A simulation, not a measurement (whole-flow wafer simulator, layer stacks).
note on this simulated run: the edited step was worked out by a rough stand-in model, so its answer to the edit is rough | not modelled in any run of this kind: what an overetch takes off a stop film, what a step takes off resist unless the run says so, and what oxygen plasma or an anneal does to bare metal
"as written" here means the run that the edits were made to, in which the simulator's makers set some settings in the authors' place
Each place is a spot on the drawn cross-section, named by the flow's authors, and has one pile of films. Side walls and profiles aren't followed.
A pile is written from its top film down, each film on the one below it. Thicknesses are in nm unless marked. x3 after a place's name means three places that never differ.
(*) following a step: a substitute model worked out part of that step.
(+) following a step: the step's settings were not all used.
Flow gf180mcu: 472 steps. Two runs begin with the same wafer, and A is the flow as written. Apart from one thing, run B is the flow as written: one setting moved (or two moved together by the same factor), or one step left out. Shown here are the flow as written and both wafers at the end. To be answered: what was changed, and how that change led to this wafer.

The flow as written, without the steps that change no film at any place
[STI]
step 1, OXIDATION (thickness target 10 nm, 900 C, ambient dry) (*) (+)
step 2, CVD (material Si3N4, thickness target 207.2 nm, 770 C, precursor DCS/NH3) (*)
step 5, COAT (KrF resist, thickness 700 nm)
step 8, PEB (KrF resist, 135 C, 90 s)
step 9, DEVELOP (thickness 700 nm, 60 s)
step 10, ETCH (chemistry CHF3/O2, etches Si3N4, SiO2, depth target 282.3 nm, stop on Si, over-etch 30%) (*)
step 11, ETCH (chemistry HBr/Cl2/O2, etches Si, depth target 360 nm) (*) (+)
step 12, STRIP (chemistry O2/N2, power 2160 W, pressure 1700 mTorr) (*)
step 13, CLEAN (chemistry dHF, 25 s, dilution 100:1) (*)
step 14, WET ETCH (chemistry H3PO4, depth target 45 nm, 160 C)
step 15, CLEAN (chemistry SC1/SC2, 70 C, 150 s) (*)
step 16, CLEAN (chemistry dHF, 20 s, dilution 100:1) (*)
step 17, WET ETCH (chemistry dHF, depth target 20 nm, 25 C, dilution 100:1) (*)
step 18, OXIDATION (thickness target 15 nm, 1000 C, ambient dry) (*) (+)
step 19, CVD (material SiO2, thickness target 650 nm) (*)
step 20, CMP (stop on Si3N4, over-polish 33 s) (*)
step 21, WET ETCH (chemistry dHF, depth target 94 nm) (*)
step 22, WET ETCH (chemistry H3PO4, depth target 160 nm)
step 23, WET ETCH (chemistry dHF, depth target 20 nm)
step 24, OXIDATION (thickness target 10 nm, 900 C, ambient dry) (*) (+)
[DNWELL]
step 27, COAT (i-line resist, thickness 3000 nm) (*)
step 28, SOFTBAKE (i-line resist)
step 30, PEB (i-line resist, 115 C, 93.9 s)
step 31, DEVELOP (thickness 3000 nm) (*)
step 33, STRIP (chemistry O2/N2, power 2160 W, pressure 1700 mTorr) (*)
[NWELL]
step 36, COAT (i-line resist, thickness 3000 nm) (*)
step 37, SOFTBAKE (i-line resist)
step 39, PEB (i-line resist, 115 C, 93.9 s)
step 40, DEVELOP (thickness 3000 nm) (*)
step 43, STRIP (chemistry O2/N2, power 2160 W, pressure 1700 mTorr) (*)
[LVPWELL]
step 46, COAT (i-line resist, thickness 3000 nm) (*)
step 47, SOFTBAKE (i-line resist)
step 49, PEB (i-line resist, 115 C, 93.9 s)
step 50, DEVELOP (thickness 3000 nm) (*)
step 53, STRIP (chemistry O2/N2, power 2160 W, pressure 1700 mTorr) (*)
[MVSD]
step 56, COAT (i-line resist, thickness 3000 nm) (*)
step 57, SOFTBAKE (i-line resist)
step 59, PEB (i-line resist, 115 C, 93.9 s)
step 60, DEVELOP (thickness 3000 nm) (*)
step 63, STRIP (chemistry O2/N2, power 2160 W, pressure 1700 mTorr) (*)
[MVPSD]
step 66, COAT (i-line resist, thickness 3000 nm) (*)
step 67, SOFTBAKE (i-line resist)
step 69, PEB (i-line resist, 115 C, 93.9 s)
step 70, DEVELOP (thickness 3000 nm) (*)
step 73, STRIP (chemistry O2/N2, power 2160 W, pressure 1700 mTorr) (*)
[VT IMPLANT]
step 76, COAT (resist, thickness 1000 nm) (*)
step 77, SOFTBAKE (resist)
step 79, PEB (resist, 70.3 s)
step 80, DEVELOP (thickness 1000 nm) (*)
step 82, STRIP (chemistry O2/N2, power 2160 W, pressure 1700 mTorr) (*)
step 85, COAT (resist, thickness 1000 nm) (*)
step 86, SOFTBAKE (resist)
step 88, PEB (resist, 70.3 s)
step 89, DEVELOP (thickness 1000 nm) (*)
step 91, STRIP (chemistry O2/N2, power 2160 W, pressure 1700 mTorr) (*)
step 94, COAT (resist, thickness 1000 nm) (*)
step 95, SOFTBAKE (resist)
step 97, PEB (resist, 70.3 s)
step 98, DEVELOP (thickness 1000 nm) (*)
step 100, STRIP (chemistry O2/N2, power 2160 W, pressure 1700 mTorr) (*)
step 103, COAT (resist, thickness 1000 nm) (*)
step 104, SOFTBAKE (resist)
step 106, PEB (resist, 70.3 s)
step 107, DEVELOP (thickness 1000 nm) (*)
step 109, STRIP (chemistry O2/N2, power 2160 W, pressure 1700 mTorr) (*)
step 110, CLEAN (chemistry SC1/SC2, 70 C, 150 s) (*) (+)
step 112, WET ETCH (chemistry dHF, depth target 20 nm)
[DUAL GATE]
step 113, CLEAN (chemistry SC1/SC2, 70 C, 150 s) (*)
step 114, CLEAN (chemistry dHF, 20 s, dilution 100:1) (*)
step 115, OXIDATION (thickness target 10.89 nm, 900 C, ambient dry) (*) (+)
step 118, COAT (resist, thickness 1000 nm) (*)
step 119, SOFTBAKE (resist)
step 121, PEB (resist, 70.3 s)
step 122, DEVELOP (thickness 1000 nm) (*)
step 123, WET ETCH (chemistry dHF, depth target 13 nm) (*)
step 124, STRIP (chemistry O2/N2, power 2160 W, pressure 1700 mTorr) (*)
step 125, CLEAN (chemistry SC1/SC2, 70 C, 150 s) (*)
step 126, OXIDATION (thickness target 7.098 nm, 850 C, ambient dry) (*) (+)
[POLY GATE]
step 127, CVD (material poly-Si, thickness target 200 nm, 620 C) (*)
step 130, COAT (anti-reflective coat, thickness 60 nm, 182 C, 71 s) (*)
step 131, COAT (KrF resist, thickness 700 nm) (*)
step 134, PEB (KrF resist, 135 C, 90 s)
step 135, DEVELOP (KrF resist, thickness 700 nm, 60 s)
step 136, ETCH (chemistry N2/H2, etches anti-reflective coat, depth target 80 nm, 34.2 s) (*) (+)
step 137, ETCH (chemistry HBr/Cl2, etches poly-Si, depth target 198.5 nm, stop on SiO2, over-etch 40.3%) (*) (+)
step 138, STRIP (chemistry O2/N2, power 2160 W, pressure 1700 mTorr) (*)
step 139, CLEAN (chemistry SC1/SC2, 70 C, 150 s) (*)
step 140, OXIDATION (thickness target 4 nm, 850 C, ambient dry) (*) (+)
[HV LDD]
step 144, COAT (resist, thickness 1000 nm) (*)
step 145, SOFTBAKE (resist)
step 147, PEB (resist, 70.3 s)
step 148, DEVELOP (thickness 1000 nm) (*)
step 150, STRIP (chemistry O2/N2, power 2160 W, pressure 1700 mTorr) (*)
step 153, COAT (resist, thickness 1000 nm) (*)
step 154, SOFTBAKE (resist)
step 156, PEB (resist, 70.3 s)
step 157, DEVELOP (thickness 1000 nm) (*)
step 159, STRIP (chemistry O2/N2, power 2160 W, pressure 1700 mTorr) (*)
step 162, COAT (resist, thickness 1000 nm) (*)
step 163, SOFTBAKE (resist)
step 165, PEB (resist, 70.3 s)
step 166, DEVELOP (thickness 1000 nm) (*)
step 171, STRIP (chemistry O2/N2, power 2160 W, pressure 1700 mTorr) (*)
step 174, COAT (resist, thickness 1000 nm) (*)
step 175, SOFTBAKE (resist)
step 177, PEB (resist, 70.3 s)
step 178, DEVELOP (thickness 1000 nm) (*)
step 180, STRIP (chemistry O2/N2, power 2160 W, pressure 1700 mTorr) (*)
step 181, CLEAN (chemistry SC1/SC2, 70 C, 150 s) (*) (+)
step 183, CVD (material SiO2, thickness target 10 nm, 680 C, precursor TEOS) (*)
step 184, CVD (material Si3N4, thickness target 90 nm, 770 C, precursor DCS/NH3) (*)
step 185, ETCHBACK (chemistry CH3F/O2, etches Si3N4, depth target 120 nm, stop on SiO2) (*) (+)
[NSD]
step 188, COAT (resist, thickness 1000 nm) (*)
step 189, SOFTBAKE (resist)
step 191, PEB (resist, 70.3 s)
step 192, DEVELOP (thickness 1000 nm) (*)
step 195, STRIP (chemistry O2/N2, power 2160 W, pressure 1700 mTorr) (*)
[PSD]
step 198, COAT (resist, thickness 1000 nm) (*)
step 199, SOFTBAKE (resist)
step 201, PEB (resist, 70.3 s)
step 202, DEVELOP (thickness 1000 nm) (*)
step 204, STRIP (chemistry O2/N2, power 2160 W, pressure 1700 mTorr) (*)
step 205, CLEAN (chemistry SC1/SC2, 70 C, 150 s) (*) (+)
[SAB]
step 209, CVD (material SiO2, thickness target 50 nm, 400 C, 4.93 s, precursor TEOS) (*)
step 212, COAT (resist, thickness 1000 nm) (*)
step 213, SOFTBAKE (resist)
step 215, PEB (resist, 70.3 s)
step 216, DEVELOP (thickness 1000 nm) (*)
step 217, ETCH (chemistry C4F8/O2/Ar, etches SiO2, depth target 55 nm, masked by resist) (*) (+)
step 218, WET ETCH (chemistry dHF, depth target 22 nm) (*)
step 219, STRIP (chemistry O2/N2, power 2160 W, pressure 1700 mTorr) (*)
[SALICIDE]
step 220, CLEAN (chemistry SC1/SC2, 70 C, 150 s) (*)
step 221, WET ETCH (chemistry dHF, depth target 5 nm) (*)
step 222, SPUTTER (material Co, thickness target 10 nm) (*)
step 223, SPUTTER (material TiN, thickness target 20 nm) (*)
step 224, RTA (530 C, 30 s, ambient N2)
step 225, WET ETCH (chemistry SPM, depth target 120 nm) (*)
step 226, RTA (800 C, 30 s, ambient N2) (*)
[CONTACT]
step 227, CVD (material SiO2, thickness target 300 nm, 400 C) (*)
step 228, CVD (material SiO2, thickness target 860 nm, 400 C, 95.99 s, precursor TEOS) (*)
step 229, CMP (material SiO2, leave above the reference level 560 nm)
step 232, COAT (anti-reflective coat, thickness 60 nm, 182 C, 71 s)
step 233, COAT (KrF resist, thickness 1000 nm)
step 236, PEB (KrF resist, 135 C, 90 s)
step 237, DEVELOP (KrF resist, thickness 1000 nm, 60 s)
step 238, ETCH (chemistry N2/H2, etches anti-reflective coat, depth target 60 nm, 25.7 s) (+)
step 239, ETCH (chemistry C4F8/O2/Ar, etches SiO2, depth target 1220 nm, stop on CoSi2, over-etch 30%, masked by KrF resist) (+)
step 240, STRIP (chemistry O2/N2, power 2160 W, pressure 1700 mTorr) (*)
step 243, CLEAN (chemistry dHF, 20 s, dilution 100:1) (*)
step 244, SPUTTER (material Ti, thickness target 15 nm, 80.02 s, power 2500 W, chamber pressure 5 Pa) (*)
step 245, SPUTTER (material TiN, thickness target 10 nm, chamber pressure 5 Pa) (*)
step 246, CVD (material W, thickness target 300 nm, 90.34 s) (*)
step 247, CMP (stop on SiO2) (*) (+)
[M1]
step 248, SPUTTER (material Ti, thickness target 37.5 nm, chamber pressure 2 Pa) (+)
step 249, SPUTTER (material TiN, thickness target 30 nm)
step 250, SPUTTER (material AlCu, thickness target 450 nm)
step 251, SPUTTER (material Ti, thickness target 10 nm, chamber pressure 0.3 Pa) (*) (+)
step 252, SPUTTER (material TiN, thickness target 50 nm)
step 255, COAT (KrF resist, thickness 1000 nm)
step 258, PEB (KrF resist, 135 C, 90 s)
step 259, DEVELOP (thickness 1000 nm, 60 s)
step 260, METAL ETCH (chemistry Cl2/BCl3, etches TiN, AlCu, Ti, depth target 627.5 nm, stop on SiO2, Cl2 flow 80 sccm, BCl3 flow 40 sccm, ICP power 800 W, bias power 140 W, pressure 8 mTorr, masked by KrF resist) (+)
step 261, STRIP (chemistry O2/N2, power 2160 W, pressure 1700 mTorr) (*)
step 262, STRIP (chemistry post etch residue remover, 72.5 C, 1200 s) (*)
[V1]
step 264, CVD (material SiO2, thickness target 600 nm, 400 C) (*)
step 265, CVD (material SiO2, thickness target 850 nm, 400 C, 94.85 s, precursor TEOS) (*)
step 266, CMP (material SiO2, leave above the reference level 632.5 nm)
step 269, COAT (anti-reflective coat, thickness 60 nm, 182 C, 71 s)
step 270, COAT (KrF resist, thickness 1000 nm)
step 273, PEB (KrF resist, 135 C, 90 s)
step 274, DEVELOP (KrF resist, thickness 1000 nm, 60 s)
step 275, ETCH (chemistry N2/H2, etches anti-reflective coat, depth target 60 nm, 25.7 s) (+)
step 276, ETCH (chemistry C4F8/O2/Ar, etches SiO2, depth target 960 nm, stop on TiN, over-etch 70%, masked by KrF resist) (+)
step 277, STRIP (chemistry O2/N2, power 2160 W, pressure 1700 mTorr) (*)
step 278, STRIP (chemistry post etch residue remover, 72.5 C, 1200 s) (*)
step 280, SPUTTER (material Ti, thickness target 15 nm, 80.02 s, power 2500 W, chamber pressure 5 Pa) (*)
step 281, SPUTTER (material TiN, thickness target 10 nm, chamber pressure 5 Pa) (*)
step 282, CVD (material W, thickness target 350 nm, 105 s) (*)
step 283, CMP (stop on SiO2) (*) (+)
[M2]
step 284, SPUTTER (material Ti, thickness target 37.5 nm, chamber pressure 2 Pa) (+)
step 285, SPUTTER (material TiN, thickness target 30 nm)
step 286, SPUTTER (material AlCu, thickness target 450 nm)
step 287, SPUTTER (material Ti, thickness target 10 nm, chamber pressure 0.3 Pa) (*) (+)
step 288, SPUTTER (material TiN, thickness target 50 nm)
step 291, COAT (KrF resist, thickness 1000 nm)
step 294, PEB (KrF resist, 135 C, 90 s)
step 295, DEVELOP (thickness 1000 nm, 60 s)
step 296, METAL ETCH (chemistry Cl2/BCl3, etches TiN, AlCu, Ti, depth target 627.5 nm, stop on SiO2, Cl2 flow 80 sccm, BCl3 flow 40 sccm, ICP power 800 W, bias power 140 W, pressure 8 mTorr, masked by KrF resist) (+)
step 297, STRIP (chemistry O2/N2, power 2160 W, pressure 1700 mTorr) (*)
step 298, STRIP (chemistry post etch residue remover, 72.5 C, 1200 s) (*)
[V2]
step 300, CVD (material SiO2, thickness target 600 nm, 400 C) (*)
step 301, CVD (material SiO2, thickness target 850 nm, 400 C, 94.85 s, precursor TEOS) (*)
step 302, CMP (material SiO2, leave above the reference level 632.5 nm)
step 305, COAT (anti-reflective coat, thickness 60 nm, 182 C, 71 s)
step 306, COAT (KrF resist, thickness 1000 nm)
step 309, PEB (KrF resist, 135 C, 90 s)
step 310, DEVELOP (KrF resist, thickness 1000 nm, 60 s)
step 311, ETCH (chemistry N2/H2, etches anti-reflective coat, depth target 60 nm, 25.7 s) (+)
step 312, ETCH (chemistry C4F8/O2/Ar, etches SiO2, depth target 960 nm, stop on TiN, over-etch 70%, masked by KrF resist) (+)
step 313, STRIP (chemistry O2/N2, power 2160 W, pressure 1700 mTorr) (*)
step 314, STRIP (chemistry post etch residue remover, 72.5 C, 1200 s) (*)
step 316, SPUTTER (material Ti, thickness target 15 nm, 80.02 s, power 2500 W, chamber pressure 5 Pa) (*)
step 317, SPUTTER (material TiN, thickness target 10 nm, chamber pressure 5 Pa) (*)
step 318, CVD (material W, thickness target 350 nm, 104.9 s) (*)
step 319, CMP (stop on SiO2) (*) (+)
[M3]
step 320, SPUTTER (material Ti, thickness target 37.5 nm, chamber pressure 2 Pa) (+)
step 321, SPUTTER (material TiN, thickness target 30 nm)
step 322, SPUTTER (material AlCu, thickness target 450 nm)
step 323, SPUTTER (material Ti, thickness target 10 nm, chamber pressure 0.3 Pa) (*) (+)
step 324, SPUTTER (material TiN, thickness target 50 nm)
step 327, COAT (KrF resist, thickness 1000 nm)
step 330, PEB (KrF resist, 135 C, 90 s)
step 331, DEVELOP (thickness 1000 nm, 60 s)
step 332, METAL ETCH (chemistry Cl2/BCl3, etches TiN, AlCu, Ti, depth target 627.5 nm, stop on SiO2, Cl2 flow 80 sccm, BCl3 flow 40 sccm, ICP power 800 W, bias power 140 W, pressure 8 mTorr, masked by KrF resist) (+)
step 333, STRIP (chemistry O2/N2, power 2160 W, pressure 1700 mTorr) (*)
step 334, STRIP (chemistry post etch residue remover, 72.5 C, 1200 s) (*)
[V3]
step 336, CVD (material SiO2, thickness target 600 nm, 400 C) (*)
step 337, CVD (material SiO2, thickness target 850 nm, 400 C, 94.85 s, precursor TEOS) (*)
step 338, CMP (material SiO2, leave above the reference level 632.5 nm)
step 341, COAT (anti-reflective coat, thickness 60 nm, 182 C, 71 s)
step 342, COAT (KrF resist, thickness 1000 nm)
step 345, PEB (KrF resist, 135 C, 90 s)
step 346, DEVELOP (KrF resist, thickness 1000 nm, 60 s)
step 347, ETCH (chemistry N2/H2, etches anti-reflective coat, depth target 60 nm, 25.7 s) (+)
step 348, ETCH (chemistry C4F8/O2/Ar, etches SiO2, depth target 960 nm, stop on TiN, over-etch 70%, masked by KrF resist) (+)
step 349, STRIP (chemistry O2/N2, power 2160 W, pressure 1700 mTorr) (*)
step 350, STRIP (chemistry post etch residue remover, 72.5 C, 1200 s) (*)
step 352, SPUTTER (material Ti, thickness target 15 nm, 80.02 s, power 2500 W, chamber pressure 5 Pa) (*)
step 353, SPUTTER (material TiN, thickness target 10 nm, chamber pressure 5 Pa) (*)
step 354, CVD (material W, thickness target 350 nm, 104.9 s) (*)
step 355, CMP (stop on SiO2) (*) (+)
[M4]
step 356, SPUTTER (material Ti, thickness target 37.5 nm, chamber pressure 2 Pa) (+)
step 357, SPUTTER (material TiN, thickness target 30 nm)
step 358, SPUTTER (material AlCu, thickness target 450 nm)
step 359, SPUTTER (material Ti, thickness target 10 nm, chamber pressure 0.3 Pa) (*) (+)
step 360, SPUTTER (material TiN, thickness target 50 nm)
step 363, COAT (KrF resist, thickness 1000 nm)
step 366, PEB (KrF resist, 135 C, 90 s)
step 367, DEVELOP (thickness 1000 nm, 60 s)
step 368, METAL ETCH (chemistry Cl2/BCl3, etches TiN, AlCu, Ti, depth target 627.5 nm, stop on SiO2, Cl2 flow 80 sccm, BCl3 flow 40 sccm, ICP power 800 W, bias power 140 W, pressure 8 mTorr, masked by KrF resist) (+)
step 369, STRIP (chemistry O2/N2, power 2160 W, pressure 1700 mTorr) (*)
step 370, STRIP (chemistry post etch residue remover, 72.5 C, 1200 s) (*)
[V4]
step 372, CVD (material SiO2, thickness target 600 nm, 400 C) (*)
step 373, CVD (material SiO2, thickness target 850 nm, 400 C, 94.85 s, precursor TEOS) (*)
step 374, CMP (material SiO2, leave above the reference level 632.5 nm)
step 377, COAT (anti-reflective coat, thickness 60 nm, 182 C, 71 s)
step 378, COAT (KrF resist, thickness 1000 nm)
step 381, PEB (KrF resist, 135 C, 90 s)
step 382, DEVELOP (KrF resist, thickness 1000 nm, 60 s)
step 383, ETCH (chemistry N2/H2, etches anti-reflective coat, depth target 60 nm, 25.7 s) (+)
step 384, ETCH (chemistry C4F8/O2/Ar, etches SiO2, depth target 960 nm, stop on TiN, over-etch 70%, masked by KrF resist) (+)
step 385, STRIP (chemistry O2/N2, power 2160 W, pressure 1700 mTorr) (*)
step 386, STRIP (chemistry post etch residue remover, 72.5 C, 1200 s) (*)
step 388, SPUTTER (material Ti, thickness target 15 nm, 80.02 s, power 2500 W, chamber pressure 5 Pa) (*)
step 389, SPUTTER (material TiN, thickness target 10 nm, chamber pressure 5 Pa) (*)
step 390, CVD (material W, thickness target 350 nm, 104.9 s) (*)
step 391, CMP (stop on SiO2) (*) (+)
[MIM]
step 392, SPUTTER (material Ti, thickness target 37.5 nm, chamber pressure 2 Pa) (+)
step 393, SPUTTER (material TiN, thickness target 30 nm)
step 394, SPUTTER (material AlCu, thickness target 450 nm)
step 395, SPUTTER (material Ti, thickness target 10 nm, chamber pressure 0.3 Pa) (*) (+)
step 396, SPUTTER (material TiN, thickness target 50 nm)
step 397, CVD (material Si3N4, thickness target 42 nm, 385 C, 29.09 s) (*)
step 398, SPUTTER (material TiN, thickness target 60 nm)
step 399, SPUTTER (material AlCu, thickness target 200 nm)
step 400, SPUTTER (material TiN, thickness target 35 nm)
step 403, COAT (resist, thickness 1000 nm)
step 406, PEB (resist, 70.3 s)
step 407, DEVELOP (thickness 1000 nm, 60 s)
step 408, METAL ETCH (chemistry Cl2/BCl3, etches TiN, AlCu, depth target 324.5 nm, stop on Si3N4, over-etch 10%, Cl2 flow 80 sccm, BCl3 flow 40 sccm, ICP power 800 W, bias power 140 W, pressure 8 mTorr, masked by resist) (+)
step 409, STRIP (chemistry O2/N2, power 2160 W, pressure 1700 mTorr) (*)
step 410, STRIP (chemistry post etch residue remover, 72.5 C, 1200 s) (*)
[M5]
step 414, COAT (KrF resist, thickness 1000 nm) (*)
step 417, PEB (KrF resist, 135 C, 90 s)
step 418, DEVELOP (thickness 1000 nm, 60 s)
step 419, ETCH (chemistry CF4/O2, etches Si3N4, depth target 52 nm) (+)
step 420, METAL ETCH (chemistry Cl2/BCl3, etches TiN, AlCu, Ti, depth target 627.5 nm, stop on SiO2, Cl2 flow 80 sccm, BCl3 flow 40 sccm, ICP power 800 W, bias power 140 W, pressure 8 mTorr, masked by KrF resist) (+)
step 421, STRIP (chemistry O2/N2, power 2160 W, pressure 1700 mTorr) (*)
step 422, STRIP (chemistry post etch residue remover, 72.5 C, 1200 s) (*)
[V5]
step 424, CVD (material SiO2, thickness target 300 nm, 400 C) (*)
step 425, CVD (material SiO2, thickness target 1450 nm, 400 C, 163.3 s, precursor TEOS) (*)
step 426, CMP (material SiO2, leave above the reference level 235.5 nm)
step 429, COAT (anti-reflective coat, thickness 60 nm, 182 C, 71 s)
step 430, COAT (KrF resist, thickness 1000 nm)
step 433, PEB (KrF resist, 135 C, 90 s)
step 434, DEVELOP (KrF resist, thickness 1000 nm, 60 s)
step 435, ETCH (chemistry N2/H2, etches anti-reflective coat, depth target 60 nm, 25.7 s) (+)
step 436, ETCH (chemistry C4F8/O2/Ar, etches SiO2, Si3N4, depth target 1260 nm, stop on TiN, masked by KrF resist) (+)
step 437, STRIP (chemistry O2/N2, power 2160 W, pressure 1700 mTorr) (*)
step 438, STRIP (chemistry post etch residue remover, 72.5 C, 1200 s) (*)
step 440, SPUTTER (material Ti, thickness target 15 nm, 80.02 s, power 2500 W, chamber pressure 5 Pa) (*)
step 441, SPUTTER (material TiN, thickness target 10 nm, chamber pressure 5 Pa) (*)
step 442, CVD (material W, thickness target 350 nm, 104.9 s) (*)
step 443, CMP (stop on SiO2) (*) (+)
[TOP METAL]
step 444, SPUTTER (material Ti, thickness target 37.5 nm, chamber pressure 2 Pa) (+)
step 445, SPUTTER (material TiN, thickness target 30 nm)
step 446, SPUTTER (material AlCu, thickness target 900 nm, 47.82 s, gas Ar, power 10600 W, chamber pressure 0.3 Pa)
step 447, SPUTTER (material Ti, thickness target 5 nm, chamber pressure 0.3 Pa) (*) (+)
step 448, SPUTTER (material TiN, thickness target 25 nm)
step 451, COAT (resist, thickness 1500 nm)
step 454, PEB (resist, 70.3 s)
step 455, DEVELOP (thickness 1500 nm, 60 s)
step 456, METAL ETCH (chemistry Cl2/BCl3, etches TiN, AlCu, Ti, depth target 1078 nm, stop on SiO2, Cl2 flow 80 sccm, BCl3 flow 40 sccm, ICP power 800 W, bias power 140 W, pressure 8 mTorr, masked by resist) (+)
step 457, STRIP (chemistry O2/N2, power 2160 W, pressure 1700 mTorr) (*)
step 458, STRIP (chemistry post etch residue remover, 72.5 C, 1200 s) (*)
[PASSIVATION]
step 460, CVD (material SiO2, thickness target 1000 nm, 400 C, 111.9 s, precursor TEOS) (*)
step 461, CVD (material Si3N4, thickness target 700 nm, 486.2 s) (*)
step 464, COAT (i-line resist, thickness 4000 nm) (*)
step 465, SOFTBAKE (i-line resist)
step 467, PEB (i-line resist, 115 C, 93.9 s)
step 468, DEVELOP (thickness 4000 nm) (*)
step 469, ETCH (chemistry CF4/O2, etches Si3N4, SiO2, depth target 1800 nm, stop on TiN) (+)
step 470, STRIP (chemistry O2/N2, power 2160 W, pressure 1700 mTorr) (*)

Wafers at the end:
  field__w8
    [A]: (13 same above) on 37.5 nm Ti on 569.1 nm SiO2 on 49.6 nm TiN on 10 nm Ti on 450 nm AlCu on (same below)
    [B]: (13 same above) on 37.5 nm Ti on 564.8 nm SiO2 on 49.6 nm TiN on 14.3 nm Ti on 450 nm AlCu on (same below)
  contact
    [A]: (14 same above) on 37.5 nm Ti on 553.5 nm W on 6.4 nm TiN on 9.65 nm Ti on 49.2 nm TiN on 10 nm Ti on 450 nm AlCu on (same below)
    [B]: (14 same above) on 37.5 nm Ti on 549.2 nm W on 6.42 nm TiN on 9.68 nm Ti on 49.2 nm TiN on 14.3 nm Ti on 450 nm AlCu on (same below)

What caused this: step 359, SPUTTER: thickness target 14.3 nm was run, while the flow as written has thickness target 10 nm.
The wafer lets one read it off: field__w8 has Ti 14.3, and step 359 as written asks for 10 nm.

How this came from the change, step by step:
  step 359, SPUTTER (material Ti, thickness target 10 nm, chamber pressure 0.3 Pa) (*) (+)
      field, field__w1, field__w2 and 108 more: A +10 Ti (new film) | B +14.3 Ti (new film)
  step 368, METAL ETCH (chemistry Cl2/BCl3, etches TiN, AlCu, Ti, depth target 627.5 nm, stop on SiO2, Cl2 flow 80 sccm, BCl3 flow 40 sccm, ICP power 800 W, bias power 140 W, pressure 8 mTorr, masked by KrF resist) (+)
      field, field__w1, field__w2 and 103 more: A -50 TiN (all of it), -10 Ti (all of it), -450 AlCu (all of it), -30 TiN (all of it), -37.5 Ti (all of it) | B -50 TiN (all of it), -14.3 Ti (all of it), -450 AlCu (all of it), -30 TiN (all of it), -37.5 Ti (all of it)
